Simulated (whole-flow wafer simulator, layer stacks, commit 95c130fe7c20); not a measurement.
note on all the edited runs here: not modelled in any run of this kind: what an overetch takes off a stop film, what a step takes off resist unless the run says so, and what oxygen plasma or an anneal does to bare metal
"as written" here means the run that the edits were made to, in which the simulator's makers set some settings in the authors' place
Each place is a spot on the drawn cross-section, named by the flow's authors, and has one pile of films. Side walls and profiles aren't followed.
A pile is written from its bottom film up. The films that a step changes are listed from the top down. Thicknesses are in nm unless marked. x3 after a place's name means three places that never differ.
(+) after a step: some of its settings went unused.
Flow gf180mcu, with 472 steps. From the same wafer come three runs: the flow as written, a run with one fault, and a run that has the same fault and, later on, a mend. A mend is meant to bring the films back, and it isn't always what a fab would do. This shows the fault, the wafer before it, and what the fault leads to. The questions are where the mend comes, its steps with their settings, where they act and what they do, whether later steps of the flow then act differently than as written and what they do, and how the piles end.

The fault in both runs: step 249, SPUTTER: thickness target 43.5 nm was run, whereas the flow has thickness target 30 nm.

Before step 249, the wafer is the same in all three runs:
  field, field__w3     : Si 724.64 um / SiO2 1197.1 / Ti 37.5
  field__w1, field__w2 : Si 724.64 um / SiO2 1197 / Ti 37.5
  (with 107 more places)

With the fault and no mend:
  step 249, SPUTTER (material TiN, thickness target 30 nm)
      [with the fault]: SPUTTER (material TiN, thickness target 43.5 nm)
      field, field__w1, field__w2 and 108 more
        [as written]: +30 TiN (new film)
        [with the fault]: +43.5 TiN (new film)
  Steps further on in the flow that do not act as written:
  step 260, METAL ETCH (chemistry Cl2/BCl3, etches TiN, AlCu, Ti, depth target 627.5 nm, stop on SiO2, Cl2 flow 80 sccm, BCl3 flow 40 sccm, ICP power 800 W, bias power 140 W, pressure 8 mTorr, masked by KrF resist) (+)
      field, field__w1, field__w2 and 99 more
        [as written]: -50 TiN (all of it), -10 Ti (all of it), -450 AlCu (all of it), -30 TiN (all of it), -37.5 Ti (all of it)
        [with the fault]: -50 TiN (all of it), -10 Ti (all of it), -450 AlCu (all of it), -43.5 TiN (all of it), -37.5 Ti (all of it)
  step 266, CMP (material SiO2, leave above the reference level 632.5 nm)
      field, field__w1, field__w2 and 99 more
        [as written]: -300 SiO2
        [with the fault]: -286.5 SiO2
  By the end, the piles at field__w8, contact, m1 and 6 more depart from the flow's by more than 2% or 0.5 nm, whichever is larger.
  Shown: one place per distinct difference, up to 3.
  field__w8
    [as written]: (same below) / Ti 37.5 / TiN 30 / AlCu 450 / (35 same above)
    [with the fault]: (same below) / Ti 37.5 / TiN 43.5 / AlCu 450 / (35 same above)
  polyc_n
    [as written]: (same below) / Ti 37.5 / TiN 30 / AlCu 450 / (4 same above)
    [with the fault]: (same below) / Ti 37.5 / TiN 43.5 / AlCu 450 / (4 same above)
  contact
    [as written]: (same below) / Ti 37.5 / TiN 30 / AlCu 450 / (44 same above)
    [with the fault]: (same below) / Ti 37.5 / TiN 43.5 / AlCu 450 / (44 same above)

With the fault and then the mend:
  After step 249 comes the mend.
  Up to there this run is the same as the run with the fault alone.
  step 249a, METAL ETCH (chemistry Cl2/BCl3, etches TiN, AlCu, Ti, depth target 13.5 nm, Cl2 flow 80 sccm, BCl3 flow 40 sccm, ICP power 800 W, bias power 140 W, pressure 8 mTorr)
      field, field__w1, field__w2 and 108 more
        -13.5 TiN
  None of the later steps of the flow acts differently than as written at any place that is followed.
  By the end, the piles equal the flow's at every place that both follow.
